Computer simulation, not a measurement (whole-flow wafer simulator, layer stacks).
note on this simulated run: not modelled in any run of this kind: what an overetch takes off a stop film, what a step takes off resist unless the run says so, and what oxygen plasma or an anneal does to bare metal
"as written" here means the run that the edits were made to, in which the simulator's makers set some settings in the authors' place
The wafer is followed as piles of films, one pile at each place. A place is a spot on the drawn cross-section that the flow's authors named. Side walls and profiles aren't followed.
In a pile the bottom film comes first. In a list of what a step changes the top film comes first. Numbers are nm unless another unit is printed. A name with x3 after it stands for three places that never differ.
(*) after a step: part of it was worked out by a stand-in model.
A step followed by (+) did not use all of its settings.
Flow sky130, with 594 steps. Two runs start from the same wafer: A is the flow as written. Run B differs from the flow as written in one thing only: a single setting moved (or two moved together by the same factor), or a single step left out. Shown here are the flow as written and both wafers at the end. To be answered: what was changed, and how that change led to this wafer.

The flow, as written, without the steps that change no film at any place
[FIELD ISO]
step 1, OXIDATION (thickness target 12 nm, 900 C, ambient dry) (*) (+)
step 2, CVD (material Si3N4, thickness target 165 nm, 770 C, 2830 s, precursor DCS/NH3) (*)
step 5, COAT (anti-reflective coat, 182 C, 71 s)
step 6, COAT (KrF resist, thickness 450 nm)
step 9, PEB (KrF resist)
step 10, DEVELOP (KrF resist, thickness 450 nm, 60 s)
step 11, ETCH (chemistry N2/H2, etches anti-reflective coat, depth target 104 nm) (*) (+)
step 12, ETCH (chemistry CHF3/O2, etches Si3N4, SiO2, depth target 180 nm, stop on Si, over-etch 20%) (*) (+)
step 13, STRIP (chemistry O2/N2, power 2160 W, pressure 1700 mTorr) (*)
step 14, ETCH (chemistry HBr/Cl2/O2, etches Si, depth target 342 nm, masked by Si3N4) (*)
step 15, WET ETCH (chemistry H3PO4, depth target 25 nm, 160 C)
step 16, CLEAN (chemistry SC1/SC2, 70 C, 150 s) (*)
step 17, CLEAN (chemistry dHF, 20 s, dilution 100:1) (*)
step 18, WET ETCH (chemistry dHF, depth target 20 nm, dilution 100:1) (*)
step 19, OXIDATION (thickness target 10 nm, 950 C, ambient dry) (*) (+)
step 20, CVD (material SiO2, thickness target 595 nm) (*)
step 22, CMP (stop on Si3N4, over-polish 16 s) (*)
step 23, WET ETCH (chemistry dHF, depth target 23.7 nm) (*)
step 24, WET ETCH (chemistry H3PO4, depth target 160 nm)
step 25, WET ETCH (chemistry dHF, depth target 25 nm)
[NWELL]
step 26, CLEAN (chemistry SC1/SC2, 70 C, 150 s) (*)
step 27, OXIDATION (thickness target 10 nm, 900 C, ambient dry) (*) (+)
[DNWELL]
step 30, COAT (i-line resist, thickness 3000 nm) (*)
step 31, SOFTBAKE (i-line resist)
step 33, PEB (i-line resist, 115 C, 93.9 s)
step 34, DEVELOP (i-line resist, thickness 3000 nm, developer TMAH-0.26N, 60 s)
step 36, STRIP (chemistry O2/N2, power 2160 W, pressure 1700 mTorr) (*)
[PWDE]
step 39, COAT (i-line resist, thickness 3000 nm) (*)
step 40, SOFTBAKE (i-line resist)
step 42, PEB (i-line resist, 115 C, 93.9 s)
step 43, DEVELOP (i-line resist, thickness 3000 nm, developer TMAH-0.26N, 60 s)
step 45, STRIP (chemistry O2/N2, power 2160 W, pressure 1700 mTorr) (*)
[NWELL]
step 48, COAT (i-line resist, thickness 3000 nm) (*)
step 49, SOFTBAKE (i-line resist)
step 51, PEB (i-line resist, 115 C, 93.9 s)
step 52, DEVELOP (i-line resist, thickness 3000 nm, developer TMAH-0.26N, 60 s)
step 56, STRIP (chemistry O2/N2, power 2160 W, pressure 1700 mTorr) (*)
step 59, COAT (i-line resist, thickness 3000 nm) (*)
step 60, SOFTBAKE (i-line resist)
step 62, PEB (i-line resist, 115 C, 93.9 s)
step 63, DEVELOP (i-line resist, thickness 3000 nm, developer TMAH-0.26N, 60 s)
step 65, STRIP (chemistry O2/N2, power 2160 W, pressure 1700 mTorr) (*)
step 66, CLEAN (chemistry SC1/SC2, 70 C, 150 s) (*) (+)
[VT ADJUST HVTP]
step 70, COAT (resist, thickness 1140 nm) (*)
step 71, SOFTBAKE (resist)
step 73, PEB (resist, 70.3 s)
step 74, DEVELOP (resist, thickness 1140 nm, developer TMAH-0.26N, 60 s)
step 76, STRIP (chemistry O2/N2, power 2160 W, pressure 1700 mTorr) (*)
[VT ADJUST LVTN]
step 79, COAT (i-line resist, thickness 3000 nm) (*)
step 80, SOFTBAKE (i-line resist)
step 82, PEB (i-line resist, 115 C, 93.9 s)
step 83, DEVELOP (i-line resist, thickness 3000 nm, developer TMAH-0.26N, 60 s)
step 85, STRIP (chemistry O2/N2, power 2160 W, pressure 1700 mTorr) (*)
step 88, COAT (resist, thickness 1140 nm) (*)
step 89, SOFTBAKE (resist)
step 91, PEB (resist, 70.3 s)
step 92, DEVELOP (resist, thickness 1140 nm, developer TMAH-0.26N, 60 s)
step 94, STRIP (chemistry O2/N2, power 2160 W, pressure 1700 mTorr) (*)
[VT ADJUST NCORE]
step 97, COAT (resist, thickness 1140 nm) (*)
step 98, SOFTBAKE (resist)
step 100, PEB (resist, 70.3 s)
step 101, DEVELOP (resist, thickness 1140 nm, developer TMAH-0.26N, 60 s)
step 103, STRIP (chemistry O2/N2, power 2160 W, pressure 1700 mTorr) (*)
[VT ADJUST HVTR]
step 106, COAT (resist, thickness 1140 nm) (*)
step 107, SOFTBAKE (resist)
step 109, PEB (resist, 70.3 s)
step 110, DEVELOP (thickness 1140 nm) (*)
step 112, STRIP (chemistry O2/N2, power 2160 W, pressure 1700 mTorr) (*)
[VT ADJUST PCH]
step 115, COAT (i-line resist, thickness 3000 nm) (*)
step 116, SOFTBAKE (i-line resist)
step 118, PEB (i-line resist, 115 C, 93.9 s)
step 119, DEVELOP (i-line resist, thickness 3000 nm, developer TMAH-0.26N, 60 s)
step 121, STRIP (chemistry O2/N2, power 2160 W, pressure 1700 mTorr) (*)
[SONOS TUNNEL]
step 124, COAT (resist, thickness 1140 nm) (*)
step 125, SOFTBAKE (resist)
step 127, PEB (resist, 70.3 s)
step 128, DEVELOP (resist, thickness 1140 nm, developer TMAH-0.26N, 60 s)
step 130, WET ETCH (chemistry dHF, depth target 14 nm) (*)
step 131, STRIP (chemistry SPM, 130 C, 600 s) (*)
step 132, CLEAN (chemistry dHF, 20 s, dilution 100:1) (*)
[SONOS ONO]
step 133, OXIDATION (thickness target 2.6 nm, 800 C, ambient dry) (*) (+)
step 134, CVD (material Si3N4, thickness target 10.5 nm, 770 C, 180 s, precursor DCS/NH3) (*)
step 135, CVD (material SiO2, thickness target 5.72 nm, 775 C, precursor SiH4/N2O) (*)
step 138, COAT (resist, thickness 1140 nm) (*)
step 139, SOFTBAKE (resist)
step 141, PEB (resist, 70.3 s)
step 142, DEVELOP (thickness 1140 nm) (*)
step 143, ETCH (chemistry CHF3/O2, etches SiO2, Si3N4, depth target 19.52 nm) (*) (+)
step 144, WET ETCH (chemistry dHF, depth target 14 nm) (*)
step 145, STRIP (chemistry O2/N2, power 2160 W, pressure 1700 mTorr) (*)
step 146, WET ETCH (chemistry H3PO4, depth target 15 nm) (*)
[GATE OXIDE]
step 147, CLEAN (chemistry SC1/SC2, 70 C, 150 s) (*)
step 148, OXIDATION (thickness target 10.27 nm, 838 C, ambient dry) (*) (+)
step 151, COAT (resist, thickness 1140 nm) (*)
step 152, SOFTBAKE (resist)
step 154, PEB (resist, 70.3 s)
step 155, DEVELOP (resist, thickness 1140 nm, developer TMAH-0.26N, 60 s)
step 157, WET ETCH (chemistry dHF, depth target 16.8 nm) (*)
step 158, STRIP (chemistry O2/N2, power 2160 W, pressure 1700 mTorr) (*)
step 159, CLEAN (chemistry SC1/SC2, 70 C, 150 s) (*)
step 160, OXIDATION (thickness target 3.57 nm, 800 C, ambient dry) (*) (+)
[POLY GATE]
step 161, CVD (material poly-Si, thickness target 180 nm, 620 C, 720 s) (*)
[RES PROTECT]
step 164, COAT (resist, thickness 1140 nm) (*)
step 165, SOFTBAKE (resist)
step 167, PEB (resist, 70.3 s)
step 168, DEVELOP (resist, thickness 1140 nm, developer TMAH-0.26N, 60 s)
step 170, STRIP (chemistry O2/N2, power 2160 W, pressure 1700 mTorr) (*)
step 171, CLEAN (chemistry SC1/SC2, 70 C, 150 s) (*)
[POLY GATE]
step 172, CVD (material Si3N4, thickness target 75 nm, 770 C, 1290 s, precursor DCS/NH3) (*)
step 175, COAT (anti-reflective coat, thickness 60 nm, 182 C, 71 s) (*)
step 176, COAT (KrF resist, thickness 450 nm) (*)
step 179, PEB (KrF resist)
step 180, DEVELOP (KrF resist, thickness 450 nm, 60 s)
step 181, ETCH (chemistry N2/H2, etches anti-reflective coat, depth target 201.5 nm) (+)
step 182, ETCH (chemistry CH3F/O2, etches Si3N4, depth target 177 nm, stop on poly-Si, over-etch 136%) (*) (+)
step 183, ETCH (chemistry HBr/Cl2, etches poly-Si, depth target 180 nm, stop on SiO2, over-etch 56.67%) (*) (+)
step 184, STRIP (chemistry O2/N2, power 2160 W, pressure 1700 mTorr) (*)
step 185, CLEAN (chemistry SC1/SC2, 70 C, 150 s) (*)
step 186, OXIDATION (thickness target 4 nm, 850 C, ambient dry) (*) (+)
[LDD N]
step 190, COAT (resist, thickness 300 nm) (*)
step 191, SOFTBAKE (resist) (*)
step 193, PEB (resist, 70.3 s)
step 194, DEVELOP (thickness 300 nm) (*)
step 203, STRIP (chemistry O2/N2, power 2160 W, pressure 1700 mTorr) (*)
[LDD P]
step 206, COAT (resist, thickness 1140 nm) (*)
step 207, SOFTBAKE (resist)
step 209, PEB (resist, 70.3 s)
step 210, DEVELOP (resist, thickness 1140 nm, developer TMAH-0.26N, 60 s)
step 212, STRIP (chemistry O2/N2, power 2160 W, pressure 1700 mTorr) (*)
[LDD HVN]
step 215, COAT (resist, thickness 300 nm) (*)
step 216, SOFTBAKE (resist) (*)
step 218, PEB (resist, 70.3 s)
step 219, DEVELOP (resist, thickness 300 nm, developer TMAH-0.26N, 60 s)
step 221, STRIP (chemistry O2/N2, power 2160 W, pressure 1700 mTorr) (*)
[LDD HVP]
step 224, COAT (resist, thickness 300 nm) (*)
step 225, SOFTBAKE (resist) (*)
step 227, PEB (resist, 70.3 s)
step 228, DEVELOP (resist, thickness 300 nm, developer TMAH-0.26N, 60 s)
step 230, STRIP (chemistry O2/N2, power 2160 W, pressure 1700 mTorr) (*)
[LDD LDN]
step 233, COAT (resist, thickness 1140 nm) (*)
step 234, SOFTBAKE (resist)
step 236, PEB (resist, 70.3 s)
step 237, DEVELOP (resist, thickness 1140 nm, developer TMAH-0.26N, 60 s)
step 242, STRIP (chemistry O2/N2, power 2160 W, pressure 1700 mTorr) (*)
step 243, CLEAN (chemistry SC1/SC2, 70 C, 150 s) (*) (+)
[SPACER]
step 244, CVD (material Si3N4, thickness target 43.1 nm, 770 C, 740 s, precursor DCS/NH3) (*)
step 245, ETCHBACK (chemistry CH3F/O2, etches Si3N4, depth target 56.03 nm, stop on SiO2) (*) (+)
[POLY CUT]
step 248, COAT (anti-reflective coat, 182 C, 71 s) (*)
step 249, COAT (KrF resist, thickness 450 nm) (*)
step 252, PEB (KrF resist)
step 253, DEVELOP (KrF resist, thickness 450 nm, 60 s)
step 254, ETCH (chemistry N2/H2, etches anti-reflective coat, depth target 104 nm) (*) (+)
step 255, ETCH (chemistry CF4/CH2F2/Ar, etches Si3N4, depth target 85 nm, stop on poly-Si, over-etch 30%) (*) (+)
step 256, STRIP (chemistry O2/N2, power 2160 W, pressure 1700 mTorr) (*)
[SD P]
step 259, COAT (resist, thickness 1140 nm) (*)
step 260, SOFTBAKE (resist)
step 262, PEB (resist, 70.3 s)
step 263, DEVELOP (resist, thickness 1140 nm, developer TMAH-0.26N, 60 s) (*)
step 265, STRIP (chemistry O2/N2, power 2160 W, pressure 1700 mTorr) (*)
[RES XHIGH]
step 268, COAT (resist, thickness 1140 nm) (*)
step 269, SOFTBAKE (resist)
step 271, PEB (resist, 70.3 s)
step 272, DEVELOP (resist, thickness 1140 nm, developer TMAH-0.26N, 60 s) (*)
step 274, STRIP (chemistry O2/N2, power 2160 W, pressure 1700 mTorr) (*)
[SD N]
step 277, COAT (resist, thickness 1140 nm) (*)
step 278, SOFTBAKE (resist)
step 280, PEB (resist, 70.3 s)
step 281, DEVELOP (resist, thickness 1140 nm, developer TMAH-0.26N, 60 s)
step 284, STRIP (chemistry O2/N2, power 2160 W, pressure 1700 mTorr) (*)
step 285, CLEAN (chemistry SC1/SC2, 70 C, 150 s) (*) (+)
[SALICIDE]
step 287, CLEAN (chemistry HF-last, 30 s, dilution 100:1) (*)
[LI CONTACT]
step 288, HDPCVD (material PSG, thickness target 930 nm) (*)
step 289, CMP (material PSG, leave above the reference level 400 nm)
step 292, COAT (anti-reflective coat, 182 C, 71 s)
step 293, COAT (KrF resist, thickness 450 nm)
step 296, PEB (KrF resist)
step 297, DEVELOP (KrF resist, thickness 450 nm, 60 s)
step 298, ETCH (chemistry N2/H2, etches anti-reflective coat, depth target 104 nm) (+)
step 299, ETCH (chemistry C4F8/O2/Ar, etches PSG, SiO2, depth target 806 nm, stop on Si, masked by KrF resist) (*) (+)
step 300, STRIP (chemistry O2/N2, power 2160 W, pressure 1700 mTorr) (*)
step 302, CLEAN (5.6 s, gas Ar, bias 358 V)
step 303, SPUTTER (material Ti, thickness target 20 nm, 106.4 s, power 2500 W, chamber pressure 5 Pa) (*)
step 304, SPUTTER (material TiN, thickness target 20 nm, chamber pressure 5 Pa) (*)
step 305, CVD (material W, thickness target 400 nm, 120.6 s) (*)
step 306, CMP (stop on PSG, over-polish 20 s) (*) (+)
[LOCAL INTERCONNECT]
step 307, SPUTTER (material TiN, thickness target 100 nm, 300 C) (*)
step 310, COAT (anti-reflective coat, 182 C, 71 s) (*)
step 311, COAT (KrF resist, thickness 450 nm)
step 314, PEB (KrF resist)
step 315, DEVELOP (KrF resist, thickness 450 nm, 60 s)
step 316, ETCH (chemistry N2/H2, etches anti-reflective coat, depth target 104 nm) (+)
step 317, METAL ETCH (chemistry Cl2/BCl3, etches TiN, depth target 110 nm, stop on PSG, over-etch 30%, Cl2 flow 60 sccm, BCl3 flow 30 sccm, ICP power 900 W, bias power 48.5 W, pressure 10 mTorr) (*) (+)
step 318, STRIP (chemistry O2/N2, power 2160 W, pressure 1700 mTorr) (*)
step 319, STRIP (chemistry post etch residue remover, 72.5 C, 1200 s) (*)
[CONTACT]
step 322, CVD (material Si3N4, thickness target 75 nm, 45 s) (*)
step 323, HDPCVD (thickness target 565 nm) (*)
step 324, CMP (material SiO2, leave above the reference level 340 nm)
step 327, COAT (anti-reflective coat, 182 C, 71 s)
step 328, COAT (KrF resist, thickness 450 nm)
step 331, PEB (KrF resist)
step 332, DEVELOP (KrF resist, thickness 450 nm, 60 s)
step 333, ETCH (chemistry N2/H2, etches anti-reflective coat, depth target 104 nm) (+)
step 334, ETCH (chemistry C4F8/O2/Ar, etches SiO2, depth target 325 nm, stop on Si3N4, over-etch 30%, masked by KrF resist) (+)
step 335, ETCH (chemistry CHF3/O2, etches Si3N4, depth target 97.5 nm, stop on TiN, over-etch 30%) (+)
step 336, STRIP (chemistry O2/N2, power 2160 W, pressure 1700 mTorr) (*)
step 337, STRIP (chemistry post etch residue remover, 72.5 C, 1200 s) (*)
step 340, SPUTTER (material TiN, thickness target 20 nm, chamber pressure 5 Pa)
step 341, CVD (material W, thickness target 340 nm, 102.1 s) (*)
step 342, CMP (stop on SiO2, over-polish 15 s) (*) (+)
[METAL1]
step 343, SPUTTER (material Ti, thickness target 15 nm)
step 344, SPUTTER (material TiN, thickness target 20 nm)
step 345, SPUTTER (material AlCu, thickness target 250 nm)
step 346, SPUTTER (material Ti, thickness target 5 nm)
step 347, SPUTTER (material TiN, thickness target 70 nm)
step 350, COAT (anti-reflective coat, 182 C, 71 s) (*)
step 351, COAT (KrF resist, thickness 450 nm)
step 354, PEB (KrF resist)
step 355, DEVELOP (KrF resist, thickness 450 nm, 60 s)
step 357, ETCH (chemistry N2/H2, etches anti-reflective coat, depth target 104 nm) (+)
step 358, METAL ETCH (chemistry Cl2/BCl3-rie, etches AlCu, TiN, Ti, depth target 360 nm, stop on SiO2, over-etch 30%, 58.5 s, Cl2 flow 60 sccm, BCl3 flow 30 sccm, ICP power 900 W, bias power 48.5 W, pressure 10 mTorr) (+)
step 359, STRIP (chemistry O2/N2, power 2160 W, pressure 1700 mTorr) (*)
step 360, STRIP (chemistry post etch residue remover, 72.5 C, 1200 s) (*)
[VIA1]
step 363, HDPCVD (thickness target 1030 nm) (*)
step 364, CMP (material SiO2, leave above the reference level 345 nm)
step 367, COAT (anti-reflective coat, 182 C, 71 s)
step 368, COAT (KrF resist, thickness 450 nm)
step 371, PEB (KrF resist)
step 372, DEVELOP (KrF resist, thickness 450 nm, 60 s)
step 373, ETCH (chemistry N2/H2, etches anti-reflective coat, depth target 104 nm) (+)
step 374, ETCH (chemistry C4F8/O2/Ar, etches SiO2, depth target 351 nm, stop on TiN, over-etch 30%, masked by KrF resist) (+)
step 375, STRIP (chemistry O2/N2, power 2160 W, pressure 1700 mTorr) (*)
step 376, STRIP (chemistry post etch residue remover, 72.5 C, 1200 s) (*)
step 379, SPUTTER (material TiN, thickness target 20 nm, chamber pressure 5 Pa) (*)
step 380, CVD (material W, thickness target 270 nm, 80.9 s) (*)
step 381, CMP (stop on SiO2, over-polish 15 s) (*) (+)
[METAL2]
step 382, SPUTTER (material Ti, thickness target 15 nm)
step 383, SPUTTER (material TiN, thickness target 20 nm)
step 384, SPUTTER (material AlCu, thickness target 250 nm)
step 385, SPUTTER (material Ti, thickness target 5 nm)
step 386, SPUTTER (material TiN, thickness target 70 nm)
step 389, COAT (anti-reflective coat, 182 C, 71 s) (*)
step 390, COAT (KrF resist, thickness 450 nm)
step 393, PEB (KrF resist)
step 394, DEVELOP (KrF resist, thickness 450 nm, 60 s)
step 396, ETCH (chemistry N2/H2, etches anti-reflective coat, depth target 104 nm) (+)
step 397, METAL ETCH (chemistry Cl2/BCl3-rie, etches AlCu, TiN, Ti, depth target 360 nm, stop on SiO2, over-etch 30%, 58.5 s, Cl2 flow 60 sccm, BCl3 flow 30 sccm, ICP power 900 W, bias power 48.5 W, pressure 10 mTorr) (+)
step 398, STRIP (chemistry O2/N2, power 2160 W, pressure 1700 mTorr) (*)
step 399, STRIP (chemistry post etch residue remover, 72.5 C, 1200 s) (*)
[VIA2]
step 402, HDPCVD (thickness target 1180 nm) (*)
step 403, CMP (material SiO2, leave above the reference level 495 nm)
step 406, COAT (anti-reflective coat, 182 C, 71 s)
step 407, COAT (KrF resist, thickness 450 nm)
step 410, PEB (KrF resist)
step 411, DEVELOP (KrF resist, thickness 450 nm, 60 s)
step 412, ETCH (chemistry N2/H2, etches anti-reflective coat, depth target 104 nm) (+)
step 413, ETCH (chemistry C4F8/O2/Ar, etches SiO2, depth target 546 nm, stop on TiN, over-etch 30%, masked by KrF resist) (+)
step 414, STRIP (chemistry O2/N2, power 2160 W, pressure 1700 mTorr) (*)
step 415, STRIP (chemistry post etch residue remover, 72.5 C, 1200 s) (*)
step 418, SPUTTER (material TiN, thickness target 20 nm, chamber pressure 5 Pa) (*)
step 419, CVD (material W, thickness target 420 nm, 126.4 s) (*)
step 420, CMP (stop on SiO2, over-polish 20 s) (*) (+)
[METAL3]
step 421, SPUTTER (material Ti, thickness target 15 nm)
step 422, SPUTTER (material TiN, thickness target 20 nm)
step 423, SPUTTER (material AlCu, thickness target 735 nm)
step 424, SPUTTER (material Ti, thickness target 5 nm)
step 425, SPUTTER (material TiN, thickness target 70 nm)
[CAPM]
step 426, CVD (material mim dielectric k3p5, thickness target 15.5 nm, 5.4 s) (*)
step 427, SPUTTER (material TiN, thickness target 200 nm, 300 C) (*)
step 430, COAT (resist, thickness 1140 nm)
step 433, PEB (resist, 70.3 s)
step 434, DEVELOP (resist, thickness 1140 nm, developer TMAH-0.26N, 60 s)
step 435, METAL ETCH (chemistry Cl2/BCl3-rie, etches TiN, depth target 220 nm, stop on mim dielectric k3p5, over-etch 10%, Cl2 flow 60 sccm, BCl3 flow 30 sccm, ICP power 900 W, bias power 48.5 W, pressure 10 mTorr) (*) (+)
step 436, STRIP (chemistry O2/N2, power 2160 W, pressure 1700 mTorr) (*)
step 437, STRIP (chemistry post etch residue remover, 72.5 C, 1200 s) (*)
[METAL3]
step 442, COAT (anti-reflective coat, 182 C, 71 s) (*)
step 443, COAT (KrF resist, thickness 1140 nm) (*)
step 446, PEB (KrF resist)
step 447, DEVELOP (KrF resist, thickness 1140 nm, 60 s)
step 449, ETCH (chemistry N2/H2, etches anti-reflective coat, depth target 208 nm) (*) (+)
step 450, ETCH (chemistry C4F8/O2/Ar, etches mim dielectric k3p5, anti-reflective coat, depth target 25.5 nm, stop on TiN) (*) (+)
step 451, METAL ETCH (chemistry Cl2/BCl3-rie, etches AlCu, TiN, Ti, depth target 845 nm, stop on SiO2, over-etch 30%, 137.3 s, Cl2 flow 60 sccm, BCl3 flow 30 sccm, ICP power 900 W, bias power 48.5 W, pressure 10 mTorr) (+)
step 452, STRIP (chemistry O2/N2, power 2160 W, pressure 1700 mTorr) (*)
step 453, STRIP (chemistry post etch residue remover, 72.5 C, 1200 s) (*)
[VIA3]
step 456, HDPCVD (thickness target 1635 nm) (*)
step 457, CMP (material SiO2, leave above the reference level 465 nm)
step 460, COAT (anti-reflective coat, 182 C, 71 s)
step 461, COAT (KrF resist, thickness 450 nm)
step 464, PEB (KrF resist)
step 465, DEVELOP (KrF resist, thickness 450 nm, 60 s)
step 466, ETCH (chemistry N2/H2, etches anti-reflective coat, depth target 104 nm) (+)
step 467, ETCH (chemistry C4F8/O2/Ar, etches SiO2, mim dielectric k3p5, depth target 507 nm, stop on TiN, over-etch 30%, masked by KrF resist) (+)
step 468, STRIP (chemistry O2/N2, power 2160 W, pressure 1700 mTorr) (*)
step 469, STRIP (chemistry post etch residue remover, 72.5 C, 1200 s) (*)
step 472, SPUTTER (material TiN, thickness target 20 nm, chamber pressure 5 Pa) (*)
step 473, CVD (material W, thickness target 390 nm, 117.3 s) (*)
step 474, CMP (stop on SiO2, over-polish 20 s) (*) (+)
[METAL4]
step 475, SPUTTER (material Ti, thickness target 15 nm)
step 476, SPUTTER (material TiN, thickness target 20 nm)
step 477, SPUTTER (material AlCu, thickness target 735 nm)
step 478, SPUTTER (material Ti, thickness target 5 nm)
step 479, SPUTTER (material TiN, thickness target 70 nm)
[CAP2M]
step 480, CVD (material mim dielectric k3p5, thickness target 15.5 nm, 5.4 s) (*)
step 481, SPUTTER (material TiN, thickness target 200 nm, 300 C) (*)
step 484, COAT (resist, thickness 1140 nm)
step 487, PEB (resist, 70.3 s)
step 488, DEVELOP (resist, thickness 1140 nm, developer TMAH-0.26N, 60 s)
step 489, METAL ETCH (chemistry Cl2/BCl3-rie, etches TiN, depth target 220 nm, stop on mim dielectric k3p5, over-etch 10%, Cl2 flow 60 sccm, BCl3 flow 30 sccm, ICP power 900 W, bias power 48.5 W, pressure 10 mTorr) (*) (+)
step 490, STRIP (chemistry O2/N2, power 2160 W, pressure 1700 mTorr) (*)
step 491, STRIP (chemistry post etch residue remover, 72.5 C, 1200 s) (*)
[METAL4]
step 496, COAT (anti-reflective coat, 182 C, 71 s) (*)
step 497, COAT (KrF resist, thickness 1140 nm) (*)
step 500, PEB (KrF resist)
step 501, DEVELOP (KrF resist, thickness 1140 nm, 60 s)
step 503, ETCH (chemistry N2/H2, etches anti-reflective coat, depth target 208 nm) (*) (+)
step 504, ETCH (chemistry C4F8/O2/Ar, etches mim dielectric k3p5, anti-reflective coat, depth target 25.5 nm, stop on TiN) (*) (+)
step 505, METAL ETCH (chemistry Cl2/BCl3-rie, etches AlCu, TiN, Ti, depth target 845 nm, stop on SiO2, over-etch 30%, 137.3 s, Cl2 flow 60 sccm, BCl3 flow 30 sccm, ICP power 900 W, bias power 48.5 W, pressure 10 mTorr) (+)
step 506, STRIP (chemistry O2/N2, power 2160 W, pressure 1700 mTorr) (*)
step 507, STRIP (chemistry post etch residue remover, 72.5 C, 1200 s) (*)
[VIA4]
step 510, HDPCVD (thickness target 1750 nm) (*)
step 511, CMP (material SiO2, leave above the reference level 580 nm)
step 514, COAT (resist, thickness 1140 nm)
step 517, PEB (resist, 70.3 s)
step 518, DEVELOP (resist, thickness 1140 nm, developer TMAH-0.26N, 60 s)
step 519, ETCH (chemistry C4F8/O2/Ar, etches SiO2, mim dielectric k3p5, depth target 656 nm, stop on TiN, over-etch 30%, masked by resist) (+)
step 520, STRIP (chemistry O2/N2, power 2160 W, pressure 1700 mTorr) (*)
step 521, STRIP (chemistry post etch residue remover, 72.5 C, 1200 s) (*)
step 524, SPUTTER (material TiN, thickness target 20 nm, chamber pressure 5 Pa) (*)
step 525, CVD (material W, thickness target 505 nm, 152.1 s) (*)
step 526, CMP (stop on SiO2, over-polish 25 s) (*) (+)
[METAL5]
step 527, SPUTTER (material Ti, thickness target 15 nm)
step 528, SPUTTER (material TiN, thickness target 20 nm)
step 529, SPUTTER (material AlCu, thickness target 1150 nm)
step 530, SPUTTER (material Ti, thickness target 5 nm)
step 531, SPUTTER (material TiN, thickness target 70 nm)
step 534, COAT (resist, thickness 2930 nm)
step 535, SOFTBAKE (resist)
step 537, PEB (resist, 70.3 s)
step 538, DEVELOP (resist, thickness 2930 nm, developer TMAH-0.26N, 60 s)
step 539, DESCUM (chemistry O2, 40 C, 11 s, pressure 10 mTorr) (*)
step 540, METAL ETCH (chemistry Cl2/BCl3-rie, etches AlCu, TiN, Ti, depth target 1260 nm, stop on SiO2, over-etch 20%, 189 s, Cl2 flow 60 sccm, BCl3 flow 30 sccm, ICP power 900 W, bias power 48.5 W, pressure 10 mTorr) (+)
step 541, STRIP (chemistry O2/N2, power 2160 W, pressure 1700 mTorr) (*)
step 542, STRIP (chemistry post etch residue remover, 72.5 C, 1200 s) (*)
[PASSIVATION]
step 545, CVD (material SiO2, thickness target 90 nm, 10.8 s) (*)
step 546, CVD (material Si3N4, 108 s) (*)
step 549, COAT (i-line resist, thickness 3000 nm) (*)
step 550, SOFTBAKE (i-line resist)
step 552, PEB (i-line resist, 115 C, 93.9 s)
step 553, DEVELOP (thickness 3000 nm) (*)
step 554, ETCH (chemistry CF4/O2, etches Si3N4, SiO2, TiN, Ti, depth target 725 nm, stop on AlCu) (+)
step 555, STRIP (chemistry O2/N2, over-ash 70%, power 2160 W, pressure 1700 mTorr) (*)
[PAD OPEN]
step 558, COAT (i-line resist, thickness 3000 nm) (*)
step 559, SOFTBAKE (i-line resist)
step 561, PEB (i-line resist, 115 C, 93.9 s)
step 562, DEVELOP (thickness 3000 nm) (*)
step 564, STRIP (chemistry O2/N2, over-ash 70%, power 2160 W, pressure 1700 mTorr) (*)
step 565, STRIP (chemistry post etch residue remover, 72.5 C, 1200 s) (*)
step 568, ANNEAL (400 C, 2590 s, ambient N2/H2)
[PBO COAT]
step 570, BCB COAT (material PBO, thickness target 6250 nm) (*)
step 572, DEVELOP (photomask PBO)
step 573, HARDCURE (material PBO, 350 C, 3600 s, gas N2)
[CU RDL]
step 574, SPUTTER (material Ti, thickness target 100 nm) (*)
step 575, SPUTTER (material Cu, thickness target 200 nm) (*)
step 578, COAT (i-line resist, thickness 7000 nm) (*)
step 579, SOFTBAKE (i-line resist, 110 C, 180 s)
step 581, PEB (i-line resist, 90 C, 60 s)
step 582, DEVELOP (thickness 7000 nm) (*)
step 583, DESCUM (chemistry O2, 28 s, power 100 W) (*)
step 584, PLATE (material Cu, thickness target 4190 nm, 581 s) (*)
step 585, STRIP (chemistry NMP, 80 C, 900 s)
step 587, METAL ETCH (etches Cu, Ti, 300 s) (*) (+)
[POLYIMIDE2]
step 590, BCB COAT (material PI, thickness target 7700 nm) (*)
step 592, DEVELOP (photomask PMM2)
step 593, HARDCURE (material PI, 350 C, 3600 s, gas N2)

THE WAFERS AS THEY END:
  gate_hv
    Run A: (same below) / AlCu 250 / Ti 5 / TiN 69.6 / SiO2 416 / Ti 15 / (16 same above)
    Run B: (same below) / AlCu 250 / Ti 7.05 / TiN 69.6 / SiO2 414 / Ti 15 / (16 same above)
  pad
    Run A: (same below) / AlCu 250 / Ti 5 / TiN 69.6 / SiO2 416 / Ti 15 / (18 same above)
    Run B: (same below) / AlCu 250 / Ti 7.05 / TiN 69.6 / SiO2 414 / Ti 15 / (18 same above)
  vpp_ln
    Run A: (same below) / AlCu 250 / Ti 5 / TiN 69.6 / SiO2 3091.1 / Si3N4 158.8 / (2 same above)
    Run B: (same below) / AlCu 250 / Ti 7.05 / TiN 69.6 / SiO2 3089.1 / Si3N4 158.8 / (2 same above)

What caused this: step 385, SPUTTER: thickness target 7.05 nm was run, though the flow has thickness target 5 nm.
The wafer itself shows it: gate_hv has Ti 7.05, and step 385 as written asks for 5 nm.

How this came from the change, step by step:
  step 385, SPUTTER (material Ti, thickness target 5 nm)
      field, active, n_well and 188 more: A Ti gains 5 (new film) | B Ti gains 7.05 (new film)
  step 397, METAL ETCH (chemistry Cl2/BCl3-rie, etches AlCu, TiN, Ti, depth target 360 nm, stop on SiO2, over-etch 30%, 58.5 s, Cl2 flow 60 sccm, BCl3 flow 30 sccm, ICP power 900 W, bias power 48.5 W, pressure 10 mTorr) (+)
      field, active, gate and 82 more: A TiN loses 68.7 (all of it), Ti loses 5 (all of it), AlCu loses 250 (all of it), TiN loses 20 (all of it), Ti loses 15 (all of it), SiO2 loses 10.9 | B TiN loses 68.7 (all of it), Ti loses 7.05 (all of it), AlCu loses 250 (all of it), TiN loses 20 (all of it), Ti loses 15 (all of it), SiO2 loses 10.7
